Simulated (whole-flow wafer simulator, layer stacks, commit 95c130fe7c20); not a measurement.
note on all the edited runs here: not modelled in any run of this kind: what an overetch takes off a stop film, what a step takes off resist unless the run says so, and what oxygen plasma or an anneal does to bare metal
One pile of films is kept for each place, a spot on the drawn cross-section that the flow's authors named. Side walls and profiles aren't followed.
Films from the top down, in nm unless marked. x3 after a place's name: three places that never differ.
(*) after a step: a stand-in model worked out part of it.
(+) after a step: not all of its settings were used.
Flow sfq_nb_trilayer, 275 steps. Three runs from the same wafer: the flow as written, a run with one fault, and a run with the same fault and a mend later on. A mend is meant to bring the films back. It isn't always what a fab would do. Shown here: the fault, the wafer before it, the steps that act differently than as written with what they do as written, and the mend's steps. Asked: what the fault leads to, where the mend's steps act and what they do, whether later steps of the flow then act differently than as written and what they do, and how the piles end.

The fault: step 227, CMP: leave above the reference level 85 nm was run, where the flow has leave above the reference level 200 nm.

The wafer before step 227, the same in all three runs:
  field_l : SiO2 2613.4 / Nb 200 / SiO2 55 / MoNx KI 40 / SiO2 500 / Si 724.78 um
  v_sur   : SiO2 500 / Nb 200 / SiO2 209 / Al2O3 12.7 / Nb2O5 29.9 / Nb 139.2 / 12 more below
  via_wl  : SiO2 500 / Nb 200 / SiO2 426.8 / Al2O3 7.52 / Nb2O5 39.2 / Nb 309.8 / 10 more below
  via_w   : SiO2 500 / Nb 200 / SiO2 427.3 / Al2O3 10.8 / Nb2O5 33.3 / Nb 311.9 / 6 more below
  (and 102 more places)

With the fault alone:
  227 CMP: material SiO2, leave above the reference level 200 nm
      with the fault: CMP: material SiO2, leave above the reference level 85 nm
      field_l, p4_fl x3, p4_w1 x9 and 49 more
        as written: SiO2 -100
        with the fault: SiO2 -215
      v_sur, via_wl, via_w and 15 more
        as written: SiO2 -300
        with the fault: SiO2 -415
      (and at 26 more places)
  Later steps of the flow that act differently than as written (3 more steps differ only slightly, by at most 2% or 0.5 nm, whichever is larger, and aren't shown):
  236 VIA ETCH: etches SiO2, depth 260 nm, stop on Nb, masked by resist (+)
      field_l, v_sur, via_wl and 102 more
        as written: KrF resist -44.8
        with the fault: KrF resist -21.9
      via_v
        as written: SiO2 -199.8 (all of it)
        with the fault: SiO2 -84.8 (all of it)
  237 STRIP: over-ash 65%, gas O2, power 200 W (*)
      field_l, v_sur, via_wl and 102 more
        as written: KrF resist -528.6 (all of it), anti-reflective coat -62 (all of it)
        with the fault: KrF resist -551.5 (all of it), anti-reflective coat -62 (all of it)
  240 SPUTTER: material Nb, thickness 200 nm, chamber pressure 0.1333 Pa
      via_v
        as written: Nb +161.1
        with the fault: Nb +189.4
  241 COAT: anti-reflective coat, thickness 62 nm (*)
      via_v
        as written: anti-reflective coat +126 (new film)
        with the fault: anti-reflective coat +99 (new film)
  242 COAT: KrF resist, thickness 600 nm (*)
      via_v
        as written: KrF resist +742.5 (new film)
        with the fault: KrF resist +644.8 (new film)
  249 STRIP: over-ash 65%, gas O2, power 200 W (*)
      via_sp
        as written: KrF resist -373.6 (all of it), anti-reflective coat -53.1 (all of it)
        with the fault: KrF resist -382.6 (all of it), anti-reflective coat -53.8 (all of it)
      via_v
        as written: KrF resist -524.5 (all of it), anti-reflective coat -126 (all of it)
        with the fault: KrF resist -427 (all of it), anti-reflective coat -99 (all of it)
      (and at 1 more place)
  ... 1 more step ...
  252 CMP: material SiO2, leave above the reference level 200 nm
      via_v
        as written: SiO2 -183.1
        with the fault: SiO2 -205.5
  At the end the piles differ from the flow's by more than 2% or 0.5 nm, whichever is larger, at field_l, v_sur, via_wl and 103 more.
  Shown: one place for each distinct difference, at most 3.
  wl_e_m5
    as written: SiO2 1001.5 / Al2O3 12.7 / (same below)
    with the fault: SiO2 886.5 / Al2O3 12.7 / (same below)
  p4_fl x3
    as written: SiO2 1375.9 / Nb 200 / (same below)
    with the fault: SiO2 1260.9 / Nb 200 / (same below)
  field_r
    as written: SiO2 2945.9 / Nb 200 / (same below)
    with the fault: SiO2 2830.9 / Nb 200 / (same below)

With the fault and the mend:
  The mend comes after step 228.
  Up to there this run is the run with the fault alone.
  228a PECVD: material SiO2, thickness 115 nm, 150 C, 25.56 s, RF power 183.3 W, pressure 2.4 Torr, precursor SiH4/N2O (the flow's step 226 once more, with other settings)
      field_l, v_sur, via_wl and 103 more
        SiO2 +115
  No later step of the flow acts differently than as written, at any place that is followed, by more than 2% or 0.5 nm, whichever is larger.
  At the end the piles are the same as the flow's at every place that both follow.
